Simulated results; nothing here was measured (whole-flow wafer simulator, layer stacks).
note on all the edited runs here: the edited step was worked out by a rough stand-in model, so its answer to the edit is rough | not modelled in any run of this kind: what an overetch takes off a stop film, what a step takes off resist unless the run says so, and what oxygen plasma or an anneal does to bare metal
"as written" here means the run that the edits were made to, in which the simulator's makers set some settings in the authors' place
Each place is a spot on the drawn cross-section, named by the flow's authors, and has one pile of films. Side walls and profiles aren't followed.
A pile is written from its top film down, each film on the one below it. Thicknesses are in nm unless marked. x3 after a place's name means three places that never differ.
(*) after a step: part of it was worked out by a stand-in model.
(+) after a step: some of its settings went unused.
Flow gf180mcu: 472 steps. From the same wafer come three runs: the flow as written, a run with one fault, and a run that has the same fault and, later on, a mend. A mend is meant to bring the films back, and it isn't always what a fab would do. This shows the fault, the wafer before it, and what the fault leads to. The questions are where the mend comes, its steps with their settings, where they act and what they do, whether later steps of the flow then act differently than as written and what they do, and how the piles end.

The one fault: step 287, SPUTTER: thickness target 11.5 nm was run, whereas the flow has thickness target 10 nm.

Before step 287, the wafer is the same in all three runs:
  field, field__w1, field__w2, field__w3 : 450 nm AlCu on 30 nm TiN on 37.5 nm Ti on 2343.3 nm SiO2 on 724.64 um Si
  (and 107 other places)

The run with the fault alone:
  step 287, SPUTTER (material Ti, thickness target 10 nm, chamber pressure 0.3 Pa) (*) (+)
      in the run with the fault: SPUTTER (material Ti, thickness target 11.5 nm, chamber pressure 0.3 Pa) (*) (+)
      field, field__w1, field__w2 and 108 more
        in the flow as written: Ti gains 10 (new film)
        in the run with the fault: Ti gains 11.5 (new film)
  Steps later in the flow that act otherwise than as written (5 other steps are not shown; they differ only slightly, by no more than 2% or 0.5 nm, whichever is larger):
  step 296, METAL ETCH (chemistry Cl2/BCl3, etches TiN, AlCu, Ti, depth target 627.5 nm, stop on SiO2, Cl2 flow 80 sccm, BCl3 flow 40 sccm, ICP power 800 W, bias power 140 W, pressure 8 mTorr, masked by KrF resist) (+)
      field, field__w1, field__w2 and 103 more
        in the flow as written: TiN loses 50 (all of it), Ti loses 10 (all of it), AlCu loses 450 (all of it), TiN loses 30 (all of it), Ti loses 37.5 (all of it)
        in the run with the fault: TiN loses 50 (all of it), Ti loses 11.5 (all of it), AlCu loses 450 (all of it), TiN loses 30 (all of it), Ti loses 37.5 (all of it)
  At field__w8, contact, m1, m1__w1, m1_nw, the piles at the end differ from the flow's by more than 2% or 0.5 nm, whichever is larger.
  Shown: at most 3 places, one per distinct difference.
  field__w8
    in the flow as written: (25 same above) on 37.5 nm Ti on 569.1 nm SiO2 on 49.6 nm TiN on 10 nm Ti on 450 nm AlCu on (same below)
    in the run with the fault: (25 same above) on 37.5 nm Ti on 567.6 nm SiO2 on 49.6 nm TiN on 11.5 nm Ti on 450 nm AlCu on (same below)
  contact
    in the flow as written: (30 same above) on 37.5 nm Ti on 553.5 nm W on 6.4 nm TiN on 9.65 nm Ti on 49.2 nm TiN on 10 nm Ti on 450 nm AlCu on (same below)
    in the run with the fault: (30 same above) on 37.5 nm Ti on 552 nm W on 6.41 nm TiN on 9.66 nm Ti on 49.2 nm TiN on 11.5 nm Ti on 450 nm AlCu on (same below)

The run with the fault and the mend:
  The mend follows step 287.
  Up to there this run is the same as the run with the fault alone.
  step 287a, METAL ETCH (chemistry Cl2/BCl3, etches TiN, AlCu, Ti, depth target 1.5 nm, Cl2 flow 80 sccm, BCl3 flow 40 sccm, ICP power 800 W, bias power 140 W, pressure 8 mTorr) (a further turn of the flow's step 260, with different settings)
      field, field__w1, field__w2 and 108 more
        Ti loses 1.5
  Later steps of the flow that are run all act as written at every place that is followed.
  At every place that both follow, the piles at the end match the flow's.
